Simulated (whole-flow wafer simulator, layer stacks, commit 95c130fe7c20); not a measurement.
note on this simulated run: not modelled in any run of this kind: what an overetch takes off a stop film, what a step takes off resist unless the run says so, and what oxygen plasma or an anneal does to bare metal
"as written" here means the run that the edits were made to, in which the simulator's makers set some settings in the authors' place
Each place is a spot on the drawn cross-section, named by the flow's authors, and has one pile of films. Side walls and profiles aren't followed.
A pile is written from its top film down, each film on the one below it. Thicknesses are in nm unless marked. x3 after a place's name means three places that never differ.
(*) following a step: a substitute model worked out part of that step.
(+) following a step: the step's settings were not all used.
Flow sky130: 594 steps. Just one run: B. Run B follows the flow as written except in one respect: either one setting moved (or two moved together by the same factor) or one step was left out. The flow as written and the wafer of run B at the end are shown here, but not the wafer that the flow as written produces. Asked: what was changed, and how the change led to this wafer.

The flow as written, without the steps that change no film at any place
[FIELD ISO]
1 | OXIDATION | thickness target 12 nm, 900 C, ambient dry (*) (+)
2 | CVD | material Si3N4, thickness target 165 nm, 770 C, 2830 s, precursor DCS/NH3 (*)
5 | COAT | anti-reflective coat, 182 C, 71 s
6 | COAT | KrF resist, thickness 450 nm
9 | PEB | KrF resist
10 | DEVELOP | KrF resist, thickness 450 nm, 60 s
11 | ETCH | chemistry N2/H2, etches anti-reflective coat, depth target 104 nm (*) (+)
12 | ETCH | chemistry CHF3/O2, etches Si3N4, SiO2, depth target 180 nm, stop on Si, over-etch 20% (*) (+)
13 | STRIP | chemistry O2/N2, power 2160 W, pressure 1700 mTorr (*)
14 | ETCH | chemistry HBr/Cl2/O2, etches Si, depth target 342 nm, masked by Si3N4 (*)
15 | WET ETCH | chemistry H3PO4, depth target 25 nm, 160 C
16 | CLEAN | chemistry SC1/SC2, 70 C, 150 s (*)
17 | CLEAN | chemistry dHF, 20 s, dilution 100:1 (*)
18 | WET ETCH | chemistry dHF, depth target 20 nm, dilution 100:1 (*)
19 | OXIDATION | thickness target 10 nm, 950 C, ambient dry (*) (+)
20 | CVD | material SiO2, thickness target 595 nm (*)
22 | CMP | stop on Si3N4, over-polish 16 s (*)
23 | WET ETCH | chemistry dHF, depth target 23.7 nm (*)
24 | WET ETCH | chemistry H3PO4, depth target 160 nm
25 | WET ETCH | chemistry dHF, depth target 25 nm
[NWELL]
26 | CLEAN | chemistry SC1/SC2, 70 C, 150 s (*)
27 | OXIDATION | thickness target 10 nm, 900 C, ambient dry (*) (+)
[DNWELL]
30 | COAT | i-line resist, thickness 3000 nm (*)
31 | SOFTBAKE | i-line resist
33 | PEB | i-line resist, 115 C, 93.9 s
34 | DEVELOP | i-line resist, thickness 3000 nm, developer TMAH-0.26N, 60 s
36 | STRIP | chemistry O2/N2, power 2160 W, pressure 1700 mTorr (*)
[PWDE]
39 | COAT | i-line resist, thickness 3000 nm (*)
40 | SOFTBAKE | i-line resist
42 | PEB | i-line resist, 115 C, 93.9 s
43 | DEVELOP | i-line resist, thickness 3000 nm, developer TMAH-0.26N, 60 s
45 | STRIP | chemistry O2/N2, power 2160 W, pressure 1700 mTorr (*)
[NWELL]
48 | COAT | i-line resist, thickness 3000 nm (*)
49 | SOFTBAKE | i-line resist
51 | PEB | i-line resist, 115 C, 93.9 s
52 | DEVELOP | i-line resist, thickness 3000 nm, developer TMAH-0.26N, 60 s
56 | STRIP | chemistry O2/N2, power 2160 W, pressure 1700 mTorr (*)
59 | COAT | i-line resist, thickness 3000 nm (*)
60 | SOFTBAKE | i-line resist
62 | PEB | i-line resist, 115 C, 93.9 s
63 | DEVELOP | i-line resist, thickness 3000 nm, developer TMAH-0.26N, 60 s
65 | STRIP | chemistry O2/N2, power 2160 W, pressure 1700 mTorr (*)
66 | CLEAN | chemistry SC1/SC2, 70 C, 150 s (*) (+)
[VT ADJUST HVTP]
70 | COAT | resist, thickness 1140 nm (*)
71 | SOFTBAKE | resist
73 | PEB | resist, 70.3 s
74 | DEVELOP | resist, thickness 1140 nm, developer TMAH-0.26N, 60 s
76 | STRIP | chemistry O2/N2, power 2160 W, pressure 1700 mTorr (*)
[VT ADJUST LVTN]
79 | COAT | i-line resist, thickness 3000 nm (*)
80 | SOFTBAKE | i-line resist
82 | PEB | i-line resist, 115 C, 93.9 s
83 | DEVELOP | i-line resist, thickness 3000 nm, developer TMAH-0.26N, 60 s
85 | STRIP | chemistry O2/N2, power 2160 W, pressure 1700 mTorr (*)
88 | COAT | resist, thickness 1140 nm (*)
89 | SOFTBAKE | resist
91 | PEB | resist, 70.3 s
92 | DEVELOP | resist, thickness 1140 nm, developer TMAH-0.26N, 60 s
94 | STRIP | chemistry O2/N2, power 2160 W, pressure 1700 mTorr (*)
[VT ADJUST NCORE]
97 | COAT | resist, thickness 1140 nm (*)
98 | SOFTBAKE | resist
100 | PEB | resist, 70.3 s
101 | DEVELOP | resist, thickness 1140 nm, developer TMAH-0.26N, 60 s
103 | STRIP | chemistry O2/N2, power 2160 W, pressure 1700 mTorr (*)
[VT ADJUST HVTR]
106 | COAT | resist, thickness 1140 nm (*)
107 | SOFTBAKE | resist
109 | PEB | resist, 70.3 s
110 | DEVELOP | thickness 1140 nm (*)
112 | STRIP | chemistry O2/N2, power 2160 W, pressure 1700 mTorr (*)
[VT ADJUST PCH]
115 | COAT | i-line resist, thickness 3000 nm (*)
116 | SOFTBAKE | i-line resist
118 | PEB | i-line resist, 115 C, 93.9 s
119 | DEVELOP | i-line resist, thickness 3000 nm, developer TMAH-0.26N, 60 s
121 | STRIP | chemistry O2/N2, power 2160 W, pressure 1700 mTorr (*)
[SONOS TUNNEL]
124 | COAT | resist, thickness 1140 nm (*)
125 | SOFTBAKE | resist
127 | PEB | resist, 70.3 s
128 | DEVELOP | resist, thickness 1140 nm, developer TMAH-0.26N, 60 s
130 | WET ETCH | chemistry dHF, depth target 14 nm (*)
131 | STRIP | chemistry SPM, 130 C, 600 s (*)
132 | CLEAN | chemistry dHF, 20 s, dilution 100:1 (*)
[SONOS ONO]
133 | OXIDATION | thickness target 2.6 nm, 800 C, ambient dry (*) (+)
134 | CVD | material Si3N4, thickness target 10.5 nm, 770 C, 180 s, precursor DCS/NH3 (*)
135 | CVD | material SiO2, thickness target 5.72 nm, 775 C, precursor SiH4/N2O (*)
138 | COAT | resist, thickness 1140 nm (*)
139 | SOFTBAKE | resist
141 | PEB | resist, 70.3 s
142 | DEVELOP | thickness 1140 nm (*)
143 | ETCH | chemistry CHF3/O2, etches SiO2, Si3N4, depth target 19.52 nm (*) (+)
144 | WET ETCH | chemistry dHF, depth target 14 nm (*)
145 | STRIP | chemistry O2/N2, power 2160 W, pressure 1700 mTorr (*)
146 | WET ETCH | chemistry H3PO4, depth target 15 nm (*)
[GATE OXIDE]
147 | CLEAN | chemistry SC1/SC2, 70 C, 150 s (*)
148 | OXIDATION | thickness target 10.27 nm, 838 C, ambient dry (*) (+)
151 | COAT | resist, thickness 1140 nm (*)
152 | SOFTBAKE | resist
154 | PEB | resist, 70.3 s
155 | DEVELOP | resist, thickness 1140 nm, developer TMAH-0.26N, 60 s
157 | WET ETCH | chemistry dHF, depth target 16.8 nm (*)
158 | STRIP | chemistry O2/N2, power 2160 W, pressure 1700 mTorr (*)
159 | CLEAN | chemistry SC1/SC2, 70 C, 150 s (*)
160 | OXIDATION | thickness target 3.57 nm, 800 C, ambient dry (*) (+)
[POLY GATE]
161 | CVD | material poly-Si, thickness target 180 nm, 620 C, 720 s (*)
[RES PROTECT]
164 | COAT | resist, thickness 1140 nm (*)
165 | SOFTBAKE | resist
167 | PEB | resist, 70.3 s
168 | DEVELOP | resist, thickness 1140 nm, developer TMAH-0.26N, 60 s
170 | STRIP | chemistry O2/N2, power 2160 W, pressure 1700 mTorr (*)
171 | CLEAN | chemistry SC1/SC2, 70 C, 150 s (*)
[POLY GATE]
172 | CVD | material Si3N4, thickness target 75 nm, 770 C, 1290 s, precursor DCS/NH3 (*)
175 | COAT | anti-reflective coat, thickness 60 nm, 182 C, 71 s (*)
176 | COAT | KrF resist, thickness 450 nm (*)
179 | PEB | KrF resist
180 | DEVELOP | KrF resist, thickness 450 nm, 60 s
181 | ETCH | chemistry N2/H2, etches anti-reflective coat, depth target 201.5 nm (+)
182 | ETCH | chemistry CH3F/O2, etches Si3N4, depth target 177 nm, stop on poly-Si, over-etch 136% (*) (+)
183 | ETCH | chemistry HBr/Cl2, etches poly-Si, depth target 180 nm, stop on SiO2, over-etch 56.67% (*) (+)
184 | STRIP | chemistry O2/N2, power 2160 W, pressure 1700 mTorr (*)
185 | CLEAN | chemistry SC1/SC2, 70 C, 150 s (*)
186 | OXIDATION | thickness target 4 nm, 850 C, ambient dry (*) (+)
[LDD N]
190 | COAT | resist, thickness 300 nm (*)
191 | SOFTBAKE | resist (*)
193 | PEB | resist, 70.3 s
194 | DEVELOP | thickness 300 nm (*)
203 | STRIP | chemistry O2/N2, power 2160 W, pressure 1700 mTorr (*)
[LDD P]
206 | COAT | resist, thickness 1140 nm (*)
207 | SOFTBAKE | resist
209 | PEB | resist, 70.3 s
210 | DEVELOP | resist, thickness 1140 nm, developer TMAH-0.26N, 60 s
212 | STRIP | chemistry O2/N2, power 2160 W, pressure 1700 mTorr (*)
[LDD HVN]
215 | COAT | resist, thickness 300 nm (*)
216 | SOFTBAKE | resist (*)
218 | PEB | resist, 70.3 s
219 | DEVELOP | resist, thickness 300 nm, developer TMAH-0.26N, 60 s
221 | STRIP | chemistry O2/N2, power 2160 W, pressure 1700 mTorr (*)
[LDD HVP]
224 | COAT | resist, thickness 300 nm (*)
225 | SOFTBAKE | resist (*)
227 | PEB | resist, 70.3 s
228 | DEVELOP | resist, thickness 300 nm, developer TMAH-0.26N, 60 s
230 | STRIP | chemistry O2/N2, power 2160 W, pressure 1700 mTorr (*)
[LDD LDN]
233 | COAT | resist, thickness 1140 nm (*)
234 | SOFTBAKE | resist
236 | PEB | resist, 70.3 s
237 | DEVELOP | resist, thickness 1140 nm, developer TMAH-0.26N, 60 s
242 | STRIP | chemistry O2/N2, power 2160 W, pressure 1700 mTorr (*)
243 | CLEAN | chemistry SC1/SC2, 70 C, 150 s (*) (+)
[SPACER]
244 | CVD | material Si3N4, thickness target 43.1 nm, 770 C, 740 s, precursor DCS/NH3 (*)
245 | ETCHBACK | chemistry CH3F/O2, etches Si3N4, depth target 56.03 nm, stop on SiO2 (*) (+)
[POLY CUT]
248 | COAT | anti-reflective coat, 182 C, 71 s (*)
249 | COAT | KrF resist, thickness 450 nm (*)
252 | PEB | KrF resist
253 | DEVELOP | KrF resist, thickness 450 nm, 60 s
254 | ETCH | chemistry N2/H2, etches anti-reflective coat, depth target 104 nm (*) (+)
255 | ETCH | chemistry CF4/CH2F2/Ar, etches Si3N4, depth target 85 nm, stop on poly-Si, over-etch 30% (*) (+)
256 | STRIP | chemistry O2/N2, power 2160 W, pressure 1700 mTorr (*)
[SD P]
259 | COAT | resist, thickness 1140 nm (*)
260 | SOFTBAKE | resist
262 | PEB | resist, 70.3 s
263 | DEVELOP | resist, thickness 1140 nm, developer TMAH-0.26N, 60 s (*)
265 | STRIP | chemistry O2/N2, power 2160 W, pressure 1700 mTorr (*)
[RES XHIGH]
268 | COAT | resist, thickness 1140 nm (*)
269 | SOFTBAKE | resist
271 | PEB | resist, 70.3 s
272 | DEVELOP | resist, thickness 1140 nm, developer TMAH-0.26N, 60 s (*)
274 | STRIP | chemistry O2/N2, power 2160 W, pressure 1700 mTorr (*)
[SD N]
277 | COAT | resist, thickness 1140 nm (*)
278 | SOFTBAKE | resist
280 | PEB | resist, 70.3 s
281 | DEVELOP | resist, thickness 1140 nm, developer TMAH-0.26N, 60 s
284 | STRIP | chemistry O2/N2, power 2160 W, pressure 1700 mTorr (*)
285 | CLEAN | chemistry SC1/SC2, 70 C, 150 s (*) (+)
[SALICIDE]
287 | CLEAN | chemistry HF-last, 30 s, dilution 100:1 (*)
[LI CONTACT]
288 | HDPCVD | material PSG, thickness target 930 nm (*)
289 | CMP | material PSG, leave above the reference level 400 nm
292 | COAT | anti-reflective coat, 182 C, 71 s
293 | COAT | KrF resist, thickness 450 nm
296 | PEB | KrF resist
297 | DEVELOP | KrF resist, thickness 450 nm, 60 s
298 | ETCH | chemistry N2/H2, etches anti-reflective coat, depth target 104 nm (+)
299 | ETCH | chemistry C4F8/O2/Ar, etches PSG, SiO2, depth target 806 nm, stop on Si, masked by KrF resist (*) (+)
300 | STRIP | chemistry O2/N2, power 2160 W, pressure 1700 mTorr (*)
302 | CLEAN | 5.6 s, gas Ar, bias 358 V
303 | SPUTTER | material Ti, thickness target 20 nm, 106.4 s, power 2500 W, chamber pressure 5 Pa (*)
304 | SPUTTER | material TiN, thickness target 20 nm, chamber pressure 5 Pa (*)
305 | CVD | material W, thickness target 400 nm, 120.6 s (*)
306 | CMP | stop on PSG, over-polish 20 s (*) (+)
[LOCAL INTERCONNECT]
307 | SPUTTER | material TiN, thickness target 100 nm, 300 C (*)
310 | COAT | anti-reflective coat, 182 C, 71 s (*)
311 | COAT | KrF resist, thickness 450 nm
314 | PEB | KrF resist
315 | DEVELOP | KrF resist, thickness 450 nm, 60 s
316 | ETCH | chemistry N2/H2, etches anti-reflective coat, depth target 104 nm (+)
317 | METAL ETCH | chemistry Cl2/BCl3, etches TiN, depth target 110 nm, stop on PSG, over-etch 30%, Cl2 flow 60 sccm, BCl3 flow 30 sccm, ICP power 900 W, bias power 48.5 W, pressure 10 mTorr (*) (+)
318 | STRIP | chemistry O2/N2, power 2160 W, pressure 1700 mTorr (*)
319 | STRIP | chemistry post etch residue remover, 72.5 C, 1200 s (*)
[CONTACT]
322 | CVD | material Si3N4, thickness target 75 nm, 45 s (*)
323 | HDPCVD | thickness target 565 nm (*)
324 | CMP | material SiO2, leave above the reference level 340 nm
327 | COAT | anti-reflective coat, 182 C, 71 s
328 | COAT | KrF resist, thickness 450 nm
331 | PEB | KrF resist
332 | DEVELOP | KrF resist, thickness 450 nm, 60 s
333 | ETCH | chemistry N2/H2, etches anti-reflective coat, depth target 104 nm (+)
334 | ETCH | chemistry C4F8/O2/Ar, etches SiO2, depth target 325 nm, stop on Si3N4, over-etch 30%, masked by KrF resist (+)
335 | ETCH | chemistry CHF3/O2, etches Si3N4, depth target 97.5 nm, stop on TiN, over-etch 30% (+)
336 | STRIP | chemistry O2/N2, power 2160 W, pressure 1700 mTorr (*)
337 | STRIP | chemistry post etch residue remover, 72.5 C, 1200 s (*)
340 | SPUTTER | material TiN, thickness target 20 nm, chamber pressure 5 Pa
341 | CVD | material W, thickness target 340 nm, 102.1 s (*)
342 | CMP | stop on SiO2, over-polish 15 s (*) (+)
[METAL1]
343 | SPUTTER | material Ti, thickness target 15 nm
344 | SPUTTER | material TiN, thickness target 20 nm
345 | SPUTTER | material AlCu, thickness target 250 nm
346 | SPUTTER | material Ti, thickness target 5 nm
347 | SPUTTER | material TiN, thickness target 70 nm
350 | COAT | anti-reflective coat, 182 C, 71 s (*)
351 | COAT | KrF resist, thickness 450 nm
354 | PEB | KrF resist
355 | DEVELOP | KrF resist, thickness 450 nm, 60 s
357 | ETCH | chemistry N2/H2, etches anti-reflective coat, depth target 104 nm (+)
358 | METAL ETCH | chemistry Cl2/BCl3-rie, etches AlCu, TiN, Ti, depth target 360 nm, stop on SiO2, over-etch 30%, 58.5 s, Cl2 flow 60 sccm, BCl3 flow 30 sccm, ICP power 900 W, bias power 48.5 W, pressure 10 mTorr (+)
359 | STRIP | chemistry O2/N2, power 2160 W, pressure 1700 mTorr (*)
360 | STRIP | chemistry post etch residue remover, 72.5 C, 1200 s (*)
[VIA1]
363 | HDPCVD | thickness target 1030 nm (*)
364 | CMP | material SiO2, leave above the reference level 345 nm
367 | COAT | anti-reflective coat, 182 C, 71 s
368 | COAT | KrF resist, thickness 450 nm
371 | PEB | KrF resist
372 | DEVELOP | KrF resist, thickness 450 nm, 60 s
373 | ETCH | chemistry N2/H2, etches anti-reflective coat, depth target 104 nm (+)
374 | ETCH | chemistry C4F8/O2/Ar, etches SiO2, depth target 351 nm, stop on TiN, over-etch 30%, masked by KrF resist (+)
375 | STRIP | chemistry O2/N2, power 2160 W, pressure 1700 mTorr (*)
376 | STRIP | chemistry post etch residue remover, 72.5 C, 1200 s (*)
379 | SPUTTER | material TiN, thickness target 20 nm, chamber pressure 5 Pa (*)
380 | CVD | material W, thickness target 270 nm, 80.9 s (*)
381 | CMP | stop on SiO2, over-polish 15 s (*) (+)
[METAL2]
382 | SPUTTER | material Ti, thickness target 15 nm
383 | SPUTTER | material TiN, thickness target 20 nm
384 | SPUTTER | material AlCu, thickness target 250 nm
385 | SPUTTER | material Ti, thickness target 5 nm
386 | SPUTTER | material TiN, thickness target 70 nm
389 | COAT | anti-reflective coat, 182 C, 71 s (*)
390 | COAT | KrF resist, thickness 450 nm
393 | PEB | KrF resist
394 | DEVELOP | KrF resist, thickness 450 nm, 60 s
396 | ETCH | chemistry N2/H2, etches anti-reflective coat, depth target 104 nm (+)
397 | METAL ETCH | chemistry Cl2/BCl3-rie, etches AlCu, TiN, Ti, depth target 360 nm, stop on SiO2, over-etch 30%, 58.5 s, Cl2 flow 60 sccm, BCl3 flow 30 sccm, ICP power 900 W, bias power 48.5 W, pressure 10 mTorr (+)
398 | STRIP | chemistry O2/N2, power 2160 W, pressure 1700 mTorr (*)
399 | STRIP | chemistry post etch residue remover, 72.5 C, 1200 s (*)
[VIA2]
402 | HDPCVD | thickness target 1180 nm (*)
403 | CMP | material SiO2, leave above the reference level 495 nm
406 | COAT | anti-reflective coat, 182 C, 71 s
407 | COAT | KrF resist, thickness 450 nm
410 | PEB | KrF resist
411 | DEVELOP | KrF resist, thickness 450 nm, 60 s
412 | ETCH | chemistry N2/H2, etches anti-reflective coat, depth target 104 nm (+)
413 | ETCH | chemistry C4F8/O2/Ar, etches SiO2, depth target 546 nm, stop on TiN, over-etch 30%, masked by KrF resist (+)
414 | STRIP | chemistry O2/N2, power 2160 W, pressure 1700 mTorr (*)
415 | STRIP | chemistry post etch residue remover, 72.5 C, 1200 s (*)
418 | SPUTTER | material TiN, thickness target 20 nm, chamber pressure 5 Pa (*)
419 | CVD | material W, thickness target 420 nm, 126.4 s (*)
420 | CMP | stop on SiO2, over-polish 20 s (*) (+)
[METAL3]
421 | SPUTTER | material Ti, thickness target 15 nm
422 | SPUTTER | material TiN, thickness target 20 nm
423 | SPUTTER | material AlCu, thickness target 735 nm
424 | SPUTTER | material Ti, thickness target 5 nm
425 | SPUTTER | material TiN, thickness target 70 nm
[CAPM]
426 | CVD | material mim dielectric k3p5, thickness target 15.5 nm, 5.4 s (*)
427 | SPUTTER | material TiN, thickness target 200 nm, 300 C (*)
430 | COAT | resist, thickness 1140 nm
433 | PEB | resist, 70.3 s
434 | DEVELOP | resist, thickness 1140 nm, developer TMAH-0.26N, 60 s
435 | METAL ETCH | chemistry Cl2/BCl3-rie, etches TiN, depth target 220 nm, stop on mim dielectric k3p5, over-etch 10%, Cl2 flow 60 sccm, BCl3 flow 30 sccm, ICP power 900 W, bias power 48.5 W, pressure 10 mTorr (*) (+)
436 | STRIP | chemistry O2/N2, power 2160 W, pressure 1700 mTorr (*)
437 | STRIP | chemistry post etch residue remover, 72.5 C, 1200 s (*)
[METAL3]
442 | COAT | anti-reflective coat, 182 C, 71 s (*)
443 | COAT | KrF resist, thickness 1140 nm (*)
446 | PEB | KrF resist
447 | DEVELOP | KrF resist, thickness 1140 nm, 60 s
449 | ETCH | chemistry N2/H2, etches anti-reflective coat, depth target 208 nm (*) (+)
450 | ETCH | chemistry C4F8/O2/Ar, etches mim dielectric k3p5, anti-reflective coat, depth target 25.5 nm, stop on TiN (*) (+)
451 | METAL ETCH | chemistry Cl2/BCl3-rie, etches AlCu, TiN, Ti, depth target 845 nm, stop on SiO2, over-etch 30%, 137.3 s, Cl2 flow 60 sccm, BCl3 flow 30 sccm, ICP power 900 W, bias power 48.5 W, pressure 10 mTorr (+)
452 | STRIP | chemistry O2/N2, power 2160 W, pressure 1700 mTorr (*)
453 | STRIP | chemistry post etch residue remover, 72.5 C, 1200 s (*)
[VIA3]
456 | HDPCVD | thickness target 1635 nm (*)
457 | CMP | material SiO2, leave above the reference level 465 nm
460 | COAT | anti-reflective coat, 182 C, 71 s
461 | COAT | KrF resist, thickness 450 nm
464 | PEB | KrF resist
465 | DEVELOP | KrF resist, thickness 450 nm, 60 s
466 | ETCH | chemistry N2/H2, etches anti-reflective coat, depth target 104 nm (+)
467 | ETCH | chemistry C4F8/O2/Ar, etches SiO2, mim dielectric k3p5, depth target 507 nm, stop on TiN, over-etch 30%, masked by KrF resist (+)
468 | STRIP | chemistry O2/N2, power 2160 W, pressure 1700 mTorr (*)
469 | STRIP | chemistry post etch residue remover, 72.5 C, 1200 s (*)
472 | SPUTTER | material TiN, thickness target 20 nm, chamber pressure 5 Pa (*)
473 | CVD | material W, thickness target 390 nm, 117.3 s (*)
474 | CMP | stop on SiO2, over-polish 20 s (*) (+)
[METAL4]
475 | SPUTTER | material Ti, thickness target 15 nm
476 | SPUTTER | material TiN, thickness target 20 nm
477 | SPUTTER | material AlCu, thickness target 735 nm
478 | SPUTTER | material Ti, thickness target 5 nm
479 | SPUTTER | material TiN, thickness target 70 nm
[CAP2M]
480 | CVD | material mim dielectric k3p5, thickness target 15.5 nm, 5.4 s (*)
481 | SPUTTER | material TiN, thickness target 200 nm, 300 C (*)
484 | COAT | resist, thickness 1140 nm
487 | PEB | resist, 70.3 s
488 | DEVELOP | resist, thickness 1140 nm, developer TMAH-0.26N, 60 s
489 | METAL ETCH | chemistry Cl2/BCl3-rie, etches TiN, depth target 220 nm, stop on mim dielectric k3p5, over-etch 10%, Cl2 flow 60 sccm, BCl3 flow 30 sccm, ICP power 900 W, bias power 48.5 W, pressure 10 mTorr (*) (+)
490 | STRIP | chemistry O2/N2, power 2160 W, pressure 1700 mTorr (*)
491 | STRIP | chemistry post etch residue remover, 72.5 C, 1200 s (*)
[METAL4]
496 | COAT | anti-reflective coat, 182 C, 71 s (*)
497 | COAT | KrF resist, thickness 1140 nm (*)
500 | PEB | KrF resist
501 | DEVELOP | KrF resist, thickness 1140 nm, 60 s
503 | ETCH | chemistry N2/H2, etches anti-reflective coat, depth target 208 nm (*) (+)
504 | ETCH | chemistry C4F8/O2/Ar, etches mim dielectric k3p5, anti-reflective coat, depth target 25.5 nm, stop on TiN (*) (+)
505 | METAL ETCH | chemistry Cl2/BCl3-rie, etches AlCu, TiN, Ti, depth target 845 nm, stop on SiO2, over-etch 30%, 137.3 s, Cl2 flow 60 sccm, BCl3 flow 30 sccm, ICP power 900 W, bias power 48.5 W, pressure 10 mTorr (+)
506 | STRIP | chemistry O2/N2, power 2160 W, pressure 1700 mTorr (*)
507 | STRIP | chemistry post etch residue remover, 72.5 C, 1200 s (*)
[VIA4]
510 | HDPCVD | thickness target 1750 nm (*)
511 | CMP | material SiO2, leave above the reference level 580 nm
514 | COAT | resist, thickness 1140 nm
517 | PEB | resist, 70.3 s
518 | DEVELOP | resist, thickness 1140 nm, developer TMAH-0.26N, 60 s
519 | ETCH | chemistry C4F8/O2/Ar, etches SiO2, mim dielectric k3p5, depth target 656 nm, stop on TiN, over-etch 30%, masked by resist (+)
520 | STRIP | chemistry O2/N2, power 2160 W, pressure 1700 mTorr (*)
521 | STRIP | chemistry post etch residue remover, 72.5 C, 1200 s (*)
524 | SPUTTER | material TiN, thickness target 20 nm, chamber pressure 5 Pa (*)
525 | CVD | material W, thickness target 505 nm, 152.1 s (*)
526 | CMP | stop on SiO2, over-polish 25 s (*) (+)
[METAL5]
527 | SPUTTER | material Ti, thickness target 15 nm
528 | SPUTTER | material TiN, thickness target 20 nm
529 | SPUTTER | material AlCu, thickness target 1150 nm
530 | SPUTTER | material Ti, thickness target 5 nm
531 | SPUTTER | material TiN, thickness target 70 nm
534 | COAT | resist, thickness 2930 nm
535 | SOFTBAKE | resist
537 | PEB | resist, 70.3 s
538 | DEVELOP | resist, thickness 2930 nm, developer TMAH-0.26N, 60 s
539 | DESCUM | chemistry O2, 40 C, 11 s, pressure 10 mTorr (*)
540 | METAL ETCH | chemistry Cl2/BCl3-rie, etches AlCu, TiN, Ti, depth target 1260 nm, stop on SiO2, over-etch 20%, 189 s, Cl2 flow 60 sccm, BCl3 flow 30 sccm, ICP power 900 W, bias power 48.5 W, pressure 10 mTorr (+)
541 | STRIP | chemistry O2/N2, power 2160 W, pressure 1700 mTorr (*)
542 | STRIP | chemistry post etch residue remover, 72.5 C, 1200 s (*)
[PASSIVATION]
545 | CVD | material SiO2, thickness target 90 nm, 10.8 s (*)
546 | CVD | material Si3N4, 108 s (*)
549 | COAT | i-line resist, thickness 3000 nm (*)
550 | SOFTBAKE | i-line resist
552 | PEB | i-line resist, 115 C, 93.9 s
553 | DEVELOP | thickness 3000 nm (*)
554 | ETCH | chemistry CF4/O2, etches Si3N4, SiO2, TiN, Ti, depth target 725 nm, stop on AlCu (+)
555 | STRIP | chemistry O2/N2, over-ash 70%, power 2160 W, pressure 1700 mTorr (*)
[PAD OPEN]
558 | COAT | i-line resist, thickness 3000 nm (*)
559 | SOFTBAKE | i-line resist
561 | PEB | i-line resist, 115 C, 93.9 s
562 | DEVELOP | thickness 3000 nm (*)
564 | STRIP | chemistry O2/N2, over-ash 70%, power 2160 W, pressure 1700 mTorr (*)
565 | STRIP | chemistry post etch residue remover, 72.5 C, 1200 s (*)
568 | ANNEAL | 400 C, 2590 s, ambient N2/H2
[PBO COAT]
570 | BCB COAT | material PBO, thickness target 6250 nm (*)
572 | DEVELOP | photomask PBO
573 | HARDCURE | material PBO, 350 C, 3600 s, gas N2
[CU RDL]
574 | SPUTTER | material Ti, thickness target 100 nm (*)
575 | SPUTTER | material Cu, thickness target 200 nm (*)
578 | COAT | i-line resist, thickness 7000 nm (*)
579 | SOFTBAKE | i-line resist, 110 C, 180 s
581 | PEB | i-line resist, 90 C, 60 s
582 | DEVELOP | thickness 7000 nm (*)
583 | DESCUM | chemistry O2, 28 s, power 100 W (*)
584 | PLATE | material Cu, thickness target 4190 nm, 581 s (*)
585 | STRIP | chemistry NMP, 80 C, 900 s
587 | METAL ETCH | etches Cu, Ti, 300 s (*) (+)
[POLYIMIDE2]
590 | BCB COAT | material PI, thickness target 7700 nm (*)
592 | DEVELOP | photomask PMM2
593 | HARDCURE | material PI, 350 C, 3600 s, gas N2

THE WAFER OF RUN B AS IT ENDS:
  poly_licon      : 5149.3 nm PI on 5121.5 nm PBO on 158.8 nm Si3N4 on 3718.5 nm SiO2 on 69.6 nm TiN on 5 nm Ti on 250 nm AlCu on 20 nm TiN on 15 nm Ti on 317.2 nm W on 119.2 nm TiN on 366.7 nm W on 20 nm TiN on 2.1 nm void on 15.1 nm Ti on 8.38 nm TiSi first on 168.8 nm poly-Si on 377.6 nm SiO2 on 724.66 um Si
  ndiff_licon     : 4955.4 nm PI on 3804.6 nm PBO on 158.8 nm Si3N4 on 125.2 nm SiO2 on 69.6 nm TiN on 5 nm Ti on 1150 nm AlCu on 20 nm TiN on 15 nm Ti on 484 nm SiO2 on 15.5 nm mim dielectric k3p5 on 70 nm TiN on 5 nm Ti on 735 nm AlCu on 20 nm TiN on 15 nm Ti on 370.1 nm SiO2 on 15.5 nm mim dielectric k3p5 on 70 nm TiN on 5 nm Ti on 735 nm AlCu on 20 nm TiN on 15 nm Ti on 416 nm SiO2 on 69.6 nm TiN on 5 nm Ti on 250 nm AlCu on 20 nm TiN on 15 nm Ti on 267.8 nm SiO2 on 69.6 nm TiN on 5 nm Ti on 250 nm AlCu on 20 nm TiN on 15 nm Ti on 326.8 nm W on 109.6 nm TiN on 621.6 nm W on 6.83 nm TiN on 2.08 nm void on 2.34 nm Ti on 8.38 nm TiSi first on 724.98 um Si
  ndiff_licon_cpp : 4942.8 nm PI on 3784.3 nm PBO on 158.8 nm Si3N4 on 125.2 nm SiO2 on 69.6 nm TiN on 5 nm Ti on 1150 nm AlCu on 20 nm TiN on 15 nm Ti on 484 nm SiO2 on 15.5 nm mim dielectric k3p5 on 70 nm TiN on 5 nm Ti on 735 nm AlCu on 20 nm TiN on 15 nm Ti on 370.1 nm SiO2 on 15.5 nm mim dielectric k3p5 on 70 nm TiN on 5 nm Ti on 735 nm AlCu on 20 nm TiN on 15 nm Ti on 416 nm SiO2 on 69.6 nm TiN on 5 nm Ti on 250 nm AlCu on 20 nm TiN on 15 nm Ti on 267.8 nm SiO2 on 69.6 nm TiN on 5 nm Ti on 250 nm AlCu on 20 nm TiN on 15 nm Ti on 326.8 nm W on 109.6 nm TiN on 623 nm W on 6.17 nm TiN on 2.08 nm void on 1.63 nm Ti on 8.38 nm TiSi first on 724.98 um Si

Cause: step 568, ANNEAL: 4014 s was run, though the flow has 2590 s.

Step by step, how the change led to this:
  568 | ANNEAL | 400 C, 2590 s, ambient N2/H2
      poly_licon, rpo_hd_licon: under 11 films: void gains 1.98 (new film), Ti loses 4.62, TiSi first gains 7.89 (new film), poly-Si loses 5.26 (it would be, as written: under 11 films: void gains 1.65 (new film), Ti loses 3.85, TiSi first gains 6.58 (new film), poly-Si loses 4.38)
      ndiff_licon, ndiff_licon_cpp: under 37 films: void gains 1.96 (new film), Ti loses 4.62, TiSi first gains 7.89 (new film), Si loses 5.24 (it would be, as written: under 37 films: void gains 1.63 (new film), Ti loses 3.85, TiSi first gains 6.58 (new film), Si loses 4.36)
